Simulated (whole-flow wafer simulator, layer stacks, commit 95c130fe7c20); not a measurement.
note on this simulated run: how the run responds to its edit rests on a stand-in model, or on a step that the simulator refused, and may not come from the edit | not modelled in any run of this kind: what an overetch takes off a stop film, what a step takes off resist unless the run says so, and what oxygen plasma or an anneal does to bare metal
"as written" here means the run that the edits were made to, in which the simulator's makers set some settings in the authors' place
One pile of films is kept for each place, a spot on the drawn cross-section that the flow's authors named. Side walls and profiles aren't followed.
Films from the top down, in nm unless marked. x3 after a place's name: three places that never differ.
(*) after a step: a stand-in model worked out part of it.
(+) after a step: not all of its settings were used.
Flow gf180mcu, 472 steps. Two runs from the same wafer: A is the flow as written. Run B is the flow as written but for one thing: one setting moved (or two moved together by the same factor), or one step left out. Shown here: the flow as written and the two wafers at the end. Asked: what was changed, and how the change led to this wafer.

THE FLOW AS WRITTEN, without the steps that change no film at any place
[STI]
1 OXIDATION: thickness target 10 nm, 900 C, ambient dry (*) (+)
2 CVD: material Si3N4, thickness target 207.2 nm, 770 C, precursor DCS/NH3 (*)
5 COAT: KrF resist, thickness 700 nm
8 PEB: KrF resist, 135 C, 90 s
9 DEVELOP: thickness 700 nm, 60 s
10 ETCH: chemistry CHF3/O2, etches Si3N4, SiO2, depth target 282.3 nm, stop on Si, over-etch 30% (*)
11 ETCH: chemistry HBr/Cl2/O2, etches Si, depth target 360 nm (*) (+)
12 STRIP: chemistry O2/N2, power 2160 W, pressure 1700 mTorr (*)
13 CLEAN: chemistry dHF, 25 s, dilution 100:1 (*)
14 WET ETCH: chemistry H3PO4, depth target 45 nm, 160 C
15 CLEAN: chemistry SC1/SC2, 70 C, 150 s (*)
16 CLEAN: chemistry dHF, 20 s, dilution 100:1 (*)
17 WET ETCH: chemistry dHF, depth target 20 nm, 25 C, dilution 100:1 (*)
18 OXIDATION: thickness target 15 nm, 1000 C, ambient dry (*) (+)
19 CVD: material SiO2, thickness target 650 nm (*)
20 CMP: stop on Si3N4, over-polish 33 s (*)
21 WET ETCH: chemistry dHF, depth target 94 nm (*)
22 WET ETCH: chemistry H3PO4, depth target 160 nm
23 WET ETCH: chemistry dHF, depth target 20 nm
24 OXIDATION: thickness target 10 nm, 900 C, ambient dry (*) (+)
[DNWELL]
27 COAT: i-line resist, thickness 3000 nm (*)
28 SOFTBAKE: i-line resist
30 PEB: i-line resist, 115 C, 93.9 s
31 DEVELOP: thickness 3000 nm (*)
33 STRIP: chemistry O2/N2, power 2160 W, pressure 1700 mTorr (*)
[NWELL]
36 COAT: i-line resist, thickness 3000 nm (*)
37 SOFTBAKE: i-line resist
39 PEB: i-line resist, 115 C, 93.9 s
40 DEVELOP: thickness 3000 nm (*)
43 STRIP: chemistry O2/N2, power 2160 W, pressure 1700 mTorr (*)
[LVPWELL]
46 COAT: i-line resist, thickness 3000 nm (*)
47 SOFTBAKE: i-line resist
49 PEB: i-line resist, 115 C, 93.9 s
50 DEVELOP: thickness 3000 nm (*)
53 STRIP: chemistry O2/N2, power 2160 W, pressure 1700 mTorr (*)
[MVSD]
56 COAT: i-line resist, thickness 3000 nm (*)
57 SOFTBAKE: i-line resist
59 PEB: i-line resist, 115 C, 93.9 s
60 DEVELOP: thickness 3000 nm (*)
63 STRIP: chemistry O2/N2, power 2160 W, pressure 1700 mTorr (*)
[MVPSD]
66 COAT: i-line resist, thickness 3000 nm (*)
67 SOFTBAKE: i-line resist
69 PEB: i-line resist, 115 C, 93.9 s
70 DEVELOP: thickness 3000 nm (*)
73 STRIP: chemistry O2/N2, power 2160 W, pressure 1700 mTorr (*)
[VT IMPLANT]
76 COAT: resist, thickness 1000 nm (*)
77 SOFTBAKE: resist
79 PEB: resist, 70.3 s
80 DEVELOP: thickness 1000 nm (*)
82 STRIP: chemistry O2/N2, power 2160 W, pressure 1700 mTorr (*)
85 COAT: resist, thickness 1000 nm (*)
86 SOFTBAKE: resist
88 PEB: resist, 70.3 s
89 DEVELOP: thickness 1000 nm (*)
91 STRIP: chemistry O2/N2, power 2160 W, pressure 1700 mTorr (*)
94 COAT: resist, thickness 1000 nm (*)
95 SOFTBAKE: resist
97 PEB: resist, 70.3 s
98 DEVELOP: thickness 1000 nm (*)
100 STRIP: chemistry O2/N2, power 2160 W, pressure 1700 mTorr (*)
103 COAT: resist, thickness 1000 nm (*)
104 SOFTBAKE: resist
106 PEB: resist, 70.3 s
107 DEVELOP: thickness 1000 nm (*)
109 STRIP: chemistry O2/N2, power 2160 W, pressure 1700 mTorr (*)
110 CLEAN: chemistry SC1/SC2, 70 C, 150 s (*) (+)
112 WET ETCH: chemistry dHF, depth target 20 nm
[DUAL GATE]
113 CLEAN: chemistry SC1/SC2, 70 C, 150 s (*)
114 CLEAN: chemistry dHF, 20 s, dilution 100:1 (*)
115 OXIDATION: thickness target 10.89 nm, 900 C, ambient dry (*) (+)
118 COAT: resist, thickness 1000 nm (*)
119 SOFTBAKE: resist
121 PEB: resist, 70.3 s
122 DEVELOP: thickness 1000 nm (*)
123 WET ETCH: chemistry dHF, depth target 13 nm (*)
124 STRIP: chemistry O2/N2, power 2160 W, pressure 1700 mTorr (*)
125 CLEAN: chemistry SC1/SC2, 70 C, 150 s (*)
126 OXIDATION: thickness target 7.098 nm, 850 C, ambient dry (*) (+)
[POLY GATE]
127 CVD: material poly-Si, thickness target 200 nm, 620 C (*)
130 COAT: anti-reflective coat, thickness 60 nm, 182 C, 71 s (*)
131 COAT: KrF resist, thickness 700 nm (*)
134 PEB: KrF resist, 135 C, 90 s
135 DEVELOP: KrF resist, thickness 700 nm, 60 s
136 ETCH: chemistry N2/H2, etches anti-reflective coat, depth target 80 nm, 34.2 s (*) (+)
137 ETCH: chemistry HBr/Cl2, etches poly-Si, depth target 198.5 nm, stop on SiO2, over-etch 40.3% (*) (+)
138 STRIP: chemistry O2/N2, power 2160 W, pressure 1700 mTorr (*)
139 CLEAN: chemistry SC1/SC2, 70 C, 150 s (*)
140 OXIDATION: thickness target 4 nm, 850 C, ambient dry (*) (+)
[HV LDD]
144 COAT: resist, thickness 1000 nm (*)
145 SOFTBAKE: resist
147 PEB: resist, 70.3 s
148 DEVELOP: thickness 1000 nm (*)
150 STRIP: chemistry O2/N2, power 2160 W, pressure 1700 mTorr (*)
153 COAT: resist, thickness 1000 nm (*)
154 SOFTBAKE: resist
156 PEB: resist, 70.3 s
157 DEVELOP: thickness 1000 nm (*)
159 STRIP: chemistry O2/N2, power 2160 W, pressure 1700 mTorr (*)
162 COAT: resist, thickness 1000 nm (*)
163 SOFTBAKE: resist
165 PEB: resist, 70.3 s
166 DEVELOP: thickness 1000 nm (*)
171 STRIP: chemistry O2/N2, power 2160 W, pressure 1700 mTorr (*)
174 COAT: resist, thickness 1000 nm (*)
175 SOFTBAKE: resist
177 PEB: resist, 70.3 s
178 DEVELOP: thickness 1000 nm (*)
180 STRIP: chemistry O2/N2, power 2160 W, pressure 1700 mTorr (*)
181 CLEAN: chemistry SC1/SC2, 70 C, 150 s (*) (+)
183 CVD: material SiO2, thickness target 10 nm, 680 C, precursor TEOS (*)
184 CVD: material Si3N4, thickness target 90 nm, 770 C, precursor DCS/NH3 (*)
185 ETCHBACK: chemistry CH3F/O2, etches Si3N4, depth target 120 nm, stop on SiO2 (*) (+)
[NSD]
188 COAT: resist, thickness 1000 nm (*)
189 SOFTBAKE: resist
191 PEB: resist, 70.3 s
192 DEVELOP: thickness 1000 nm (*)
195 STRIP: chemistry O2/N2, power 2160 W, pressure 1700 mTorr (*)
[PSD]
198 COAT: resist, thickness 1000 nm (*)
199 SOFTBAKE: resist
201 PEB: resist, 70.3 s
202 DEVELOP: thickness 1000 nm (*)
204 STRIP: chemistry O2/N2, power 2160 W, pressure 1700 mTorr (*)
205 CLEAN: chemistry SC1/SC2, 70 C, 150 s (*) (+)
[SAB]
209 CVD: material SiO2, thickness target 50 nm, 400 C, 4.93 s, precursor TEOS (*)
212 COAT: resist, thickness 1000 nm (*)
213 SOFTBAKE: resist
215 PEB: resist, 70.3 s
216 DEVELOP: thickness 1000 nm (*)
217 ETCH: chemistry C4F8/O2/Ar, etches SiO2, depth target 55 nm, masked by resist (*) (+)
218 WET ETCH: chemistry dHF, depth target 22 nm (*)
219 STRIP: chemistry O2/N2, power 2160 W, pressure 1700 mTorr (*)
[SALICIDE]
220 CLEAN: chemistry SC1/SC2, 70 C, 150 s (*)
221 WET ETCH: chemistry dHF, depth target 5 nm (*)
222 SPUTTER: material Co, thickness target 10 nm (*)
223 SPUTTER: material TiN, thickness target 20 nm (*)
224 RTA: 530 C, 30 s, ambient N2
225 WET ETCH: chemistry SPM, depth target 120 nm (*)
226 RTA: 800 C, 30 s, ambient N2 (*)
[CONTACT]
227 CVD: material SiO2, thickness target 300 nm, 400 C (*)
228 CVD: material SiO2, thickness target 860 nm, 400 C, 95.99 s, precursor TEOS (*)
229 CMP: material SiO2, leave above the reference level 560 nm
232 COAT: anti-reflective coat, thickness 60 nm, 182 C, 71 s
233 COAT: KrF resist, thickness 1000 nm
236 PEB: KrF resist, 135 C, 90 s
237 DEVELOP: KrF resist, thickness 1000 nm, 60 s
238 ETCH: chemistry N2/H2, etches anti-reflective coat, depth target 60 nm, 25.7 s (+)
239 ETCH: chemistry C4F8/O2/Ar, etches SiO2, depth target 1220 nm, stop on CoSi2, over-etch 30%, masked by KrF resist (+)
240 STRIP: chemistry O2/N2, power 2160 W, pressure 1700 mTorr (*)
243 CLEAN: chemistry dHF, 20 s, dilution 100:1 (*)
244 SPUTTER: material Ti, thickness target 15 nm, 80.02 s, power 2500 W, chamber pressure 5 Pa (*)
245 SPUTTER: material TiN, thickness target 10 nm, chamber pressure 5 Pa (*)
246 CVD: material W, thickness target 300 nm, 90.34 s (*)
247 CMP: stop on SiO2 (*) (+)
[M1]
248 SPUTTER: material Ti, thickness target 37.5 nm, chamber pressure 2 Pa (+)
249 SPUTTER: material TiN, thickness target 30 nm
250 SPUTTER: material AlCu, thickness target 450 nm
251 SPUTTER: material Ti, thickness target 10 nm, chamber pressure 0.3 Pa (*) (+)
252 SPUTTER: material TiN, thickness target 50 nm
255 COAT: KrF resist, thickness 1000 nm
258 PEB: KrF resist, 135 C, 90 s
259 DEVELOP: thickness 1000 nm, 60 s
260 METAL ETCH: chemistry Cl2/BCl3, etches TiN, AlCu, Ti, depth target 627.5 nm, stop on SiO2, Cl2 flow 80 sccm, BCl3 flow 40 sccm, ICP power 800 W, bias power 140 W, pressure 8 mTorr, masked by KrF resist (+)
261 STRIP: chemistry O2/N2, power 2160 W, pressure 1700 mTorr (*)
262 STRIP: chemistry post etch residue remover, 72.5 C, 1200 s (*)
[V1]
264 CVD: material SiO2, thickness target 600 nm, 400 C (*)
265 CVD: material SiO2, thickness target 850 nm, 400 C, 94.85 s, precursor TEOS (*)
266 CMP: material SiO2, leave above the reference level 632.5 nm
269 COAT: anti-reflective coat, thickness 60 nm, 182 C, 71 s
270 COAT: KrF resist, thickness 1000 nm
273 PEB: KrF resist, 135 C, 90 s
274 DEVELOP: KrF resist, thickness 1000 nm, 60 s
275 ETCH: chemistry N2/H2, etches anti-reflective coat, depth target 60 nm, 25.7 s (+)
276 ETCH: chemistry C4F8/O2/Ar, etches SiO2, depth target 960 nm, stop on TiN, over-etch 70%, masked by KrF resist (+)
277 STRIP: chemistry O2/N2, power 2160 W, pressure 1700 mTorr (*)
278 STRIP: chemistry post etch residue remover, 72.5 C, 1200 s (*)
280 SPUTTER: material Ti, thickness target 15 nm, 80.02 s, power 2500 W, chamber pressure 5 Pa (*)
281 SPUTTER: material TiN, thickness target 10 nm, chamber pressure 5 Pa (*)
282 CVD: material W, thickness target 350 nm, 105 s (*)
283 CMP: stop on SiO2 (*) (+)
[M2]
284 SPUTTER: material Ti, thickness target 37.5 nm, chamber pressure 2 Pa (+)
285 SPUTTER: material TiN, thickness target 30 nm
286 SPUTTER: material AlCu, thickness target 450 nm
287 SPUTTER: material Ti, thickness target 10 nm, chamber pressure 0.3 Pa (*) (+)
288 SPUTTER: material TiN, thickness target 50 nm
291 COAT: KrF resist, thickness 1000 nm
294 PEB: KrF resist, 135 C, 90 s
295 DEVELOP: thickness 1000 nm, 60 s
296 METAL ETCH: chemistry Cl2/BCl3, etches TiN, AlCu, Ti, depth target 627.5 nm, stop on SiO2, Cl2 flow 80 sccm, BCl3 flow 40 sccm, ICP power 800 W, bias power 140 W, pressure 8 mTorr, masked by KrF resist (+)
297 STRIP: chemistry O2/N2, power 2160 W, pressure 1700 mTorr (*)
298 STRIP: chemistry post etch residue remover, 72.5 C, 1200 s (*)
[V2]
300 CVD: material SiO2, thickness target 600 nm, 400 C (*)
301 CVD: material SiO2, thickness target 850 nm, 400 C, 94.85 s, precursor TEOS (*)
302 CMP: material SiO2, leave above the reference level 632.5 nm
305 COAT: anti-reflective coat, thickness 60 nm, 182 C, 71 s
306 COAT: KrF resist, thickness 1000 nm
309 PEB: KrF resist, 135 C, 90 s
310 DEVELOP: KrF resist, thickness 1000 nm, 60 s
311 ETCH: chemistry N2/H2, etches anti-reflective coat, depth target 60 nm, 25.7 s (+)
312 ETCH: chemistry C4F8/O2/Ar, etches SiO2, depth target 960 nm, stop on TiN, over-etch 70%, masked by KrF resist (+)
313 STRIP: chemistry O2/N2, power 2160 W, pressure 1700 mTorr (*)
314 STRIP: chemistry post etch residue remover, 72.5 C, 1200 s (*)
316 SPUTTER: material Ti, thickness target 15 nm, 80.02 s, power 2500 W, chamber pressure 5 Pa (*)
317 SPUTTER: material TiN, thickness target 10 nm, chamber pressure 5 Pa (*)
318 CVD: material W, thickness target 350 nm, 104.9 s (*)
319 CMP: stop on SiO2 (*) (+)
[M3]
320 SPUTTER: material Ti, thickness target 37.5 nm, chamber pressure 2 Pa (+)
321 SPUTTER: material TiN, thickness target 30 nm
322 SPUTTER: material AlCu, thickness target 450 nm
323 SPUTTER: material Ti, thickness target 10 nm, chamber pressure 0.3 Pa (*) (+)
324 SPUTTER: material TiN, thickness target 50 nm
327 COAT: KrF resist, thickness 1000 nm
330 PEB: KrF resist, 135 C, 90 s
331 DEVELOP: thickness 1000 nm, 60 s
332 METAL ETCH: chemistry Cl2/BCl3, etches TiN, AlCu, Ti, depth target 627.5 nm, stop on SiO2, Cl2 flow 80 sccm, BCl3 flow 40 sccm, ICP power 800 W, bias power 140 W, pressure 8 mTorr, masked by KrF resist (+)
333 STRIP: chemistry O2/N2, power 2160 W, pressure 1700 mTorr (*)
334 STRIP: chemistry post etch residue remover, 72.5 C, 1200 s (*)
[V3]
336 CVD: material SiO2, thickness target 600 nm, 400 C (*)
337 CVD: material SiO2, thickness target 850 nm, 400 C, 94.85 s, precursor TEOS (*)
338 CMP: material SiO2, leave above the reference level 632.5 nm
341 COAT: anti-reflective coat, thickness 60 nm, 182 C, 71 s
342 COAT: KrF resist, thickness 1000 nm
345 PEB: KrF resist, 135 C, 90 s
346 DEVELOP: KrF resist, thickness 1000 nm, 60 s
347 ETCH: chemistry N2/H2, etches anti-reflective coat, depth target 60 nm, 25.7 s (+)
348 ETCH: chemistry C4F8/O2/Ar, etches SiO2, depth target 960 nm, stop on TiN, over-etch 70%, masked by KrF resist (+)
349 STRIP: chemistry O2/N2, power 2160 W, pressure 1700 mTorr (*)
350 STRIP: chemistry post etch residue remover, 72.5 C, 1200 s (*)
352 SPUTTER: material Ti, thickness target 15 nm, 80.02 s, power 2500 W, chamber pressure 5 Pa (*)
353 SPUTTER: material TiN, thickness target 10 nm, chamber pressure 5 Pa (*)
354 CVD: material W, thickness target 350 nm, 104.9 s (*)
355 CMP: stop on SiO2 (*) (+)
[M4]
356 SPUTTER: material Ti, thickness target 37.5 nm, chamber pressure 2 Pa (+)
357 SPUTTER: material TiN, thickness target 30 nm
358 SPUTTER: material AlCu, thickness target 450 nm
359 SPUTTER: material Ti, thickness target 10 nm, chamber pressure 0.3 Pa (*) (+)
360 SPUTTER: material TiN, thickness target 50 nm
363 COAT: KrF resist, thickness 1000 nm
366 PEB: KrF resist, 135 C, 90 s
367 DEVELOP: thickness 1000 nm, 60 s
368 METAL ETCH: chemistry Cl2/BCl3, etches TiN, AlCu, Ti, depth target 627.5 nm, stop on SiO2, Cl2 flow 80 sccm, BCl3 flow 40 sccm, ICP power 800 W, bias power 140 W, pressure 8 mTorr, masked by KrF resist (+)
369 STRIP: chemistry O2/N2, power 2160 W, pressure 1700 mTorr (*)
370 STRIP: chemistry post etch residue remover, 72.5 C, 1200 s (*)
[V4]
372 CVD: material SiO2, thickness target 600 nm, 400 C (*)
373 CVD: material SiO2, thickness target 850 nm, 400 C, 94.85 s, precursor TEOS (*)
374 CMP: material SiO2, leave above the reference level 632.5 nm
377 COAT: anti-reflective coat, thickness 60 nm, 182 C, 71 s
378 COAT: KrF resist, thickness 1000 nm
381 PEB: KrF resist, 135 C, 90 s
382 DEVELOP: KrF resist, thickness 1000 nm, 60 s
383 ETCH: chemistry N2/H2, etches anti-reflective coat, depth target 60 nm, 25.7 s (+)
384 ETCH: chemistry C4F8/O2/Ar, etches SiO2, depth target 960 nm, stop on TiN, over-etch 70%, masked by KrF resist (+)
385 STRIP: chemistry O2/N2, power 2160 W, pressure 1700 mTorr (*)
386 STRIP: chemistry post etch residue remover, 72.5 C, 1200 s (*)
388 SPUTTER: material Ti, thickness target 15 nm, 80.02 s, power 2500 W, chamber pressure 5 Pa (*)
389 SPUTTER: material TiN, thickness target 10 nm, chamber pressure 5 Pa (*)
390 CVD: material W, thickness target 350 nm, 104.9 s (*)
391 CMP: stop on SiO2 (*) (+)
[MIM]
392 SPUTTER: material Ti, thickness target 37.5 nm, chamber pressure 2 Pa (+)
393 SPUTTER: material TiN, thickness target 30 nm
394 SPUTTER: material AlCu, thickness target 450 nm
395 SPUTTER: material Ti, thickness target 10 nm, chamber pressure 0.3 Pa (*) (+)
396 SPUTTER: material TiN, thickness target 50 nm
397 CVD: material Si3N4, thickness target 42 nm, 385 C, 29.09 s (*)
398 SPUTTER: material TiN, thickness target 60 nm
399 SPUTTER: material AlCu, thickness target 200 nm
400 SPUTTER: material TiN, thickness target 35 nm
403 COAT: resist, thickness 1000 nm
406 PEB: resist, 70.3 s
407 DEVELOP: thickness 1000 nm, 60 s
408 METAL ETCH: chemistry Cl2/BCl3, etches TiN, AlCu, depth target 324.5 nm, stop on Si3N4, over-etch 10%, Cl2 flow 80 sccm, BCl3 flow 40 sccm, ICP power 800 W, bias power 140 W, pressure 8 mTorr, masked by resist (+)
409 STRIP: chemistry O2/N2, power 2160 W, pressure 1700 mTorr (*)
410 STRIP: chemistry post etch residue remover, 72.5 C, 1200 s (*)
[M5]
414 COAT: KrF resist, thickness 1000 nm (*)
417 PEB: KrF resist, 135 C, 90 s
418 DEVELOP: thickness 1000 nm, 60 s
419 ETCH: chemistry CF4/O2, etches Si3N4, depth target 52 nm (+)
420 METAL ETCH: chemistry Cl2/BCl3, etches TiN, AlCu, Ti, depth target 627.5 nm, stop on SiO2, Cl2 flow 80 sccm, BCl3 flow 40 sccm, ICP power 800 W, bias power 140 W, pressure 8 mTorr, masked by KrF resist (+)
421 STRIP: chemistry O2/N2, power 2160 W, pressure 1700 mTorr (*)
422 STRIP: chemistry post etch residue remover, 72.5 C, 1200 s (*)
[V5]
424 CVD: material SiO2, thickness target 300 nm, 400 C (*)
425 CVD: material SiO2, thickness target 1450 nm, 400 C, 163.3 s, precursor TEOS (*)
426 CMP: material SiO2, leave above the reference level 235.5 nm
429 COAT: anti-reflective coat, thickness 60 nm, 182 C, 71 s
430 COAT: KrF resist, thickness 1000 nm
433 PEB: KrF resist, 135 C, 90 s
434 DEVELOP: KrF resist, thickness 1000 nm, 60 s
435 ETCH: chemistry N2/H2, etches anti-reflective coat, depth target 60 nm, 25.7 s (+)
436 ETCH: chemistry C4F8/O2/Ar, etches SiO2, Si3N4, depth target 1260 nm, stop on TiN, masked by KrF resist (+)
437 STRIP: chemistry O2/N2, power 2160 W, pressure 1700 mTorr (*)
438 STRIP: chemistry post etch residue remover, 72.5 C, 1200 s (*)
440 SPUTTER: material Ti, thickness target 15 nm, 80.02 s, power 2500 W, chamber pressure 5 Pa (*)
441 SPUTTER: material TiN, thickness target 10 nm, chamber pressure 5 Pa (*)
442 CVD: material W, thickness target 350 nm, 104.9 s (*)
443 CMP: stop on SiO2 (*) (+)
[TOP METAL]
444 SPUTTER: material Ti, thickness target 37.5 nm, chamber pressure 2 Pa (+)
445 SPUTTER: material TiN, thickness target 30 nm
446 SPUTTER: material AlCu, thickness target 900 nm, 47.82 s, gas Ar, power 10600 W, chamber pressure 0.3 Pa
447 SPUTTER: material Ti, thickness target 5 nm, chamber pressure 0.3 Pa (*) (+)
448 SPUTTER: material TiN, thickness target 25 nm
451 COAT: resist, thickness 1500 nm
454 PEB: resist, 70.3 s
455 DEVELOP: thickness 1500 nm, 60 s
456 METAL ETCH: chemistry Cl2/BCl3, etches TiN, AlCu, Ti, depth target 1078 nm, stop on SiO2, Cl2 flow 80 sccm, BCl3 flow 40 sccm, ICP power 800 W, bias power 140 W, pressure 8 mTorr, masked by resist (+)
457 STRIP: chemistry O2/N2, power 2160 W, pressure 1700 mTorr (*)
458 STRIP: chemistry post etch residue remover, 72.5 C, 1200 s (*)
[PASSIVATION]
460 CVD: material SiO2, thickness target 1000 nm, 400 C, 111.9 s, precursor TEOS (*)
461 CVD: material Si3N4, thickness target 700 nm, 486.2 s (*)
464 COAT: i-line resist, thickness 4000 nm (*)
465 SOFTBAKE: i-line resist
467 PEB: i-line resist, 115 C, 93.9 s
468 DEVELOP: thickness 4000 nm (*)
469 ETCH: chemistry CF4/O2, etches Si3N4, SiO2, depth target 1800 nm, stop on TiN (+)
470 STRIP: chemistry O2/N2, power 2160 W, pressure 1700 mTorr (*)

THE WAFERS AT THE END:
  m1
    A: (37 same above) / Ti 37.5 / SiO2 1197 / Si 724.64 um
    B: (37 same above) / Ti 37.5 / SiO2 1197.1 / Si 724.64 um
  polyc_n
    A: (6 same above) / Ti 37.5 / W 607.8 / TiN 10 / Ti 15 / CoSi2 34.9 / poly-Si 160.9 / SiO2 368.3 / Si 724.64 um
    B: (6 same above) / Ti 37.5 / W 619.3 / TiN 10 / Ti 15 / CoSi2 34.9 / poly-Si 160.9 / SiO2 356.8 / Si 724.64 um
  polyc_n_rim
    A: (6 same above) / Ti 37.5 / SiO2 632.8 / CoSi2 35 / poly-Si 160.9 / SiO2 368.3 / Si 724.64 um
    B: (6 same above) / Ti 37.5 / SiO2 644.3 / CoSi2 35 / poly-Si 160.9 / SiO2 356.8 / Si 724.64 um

The cause: step 112, WET ETCH: depth target 30.5 nm was run, where the flow has depth target 20 nm.

How the change led to this, step by step:
  112 WET ETCH: chemistry dHF, depth target 20 nm
      field, field__w2, field__w3 and 36 more: A SiO2 -22 | B SiO2 -33.6
      field_sub, mim_1p0, pad, dice_street, iso_fld_sub, ldn_fld, ldp_fld: A SiO2 -22 | B SiO2 -33.5
  119 SOFTBAKE: resist
      field_sub: A resist -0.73 | B resist -0.21
      gate_p_hv: A resist +0.83 | B resist +0.23
      (and at 1 more place)
  130 COAT: anti-reflective coat, thickness 60 nm, 182 C, 71 s (*)
      p_well, spacer, sd_n: A anti-reflective coat +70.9 (new film) | B anti-reflective coat +59.8 (new film)
      ldn_acc, ldp_acc: A anti-reflective coat +66.9 (new film) | B anti-reflective coat +62.8 (new film)
      (and at 71 more places)
  136 ETCH: chemistry N2/H2, etches anti-reflective coat, depth target 80 nm, 34.2 s (*) (+)
      p_well, spacer, sd_n: A anti-reflective coat -70.9 (all of it), poly-Si -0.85 | B anti-reflective coat -59.8 (all of it), poly-Si -1.13
      ldn_dft, ldp_dft: A anti-reflective coat -48.7 (all of it), poly-Si -1.42 | B anti-reflective coat -54.8 (all of it), poly-Si -1.26
      (and at 50 more places)
  138 STRIP: chemistry O2/N2, power 2160 W, pressure 1700 mTorr (*)
      gate: A chemical SiO2 +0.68 (new film), KrF resist -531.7 (all of it), anti-reflective coat -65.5 (all of it), poly-Si -0.3 | B chemical SiO2 +0.69 (new film), KrF resist -530.3 (all of it), anti-reflective coat -60.4 (all of it), poly-Si -0.3
      gate_hv: A chemical SiO2 +0.68 (new film), KrF resist -528.4 (all of it), anti-reflective coat -61 (all of it), poly-Si -0.3 | B chemical SiO2 +0.69 (new film), KrF resist -525.5 (all of it), anti-reflective coat -59.3 (all of it), poly-Si -0.3
      (and at 19 more places)
  144 COAT: resist, thickness 1000 nm (*)
      field__w6: A resist +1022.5 (new film) | B resist +1052 (new film)
  145 SOFTBAKE: resist
      field: A resist -0.3 | B resist +2.82
      nw_enc_fld_lv__w3: A resist +2.63 | B resist -0.94
      (and at 5 more places)
  147 PEB: resist, 70.3 s
      field__w6: A resist -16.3 | B resist -17.1
  150 STRIP: chemistry O2/N2, power 2160 W, pressure 1700 mTorr (*)
      field__w6: A resist -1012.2 (all of it) | B resist -1045.1 (all of it)
  153 COAT: resist, thickness 1000 nm (*)
      field__w6: A resist +1022.5 (new film) | B resist +1052 (new film)
  154 SOFTBAKE: resist
      field: A resist -0.3 | B resist +2.82
      nw_enc_fld_lv__w3: A resist +2.63 | B resist -0.94
      (and at 5 more places)
  156 PEB: resist, 70.3 s
      field__w6: A resist -16.3 | B resist -17.1
  159 STRIP: chemistry O2/N2, power 2160 W, pressure 1700 mTorr (*)
      field__w6: A resist -1012.2 (all of it) | B resist -1045.1 (all of it)
  162 COAT: resist, thickness 1000 nm (*)
      field__w6: A resist +1022.5 (new film) | B resist +1052 (new film)
  163 SOFTBAKE: resist
      field: A resist -0.3 | B resist +2.82
      nw_enc_fld_lv__w3: A resist +2.63 | B resist -0.94
      (and at 5 more places)
  165 PEB: resist, 70.3 s
      field__w6: A resist -16.3 | B resist -17.1
  ... 11 more steps ...
  229 CMP: material SiO2, leave above the reference level 560 nm
      ldn_sep__w1, ldn_sep__w2, ldn_dft and 8 more: A SiO2 -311 | B SiO2 -299.5
      sti, mim_1p0, pad, dice_street, iso_nw_fld, iso_fld_sub: A SiO2 -296.8 | B SiO2 -285.3
      (and at 50 more places)
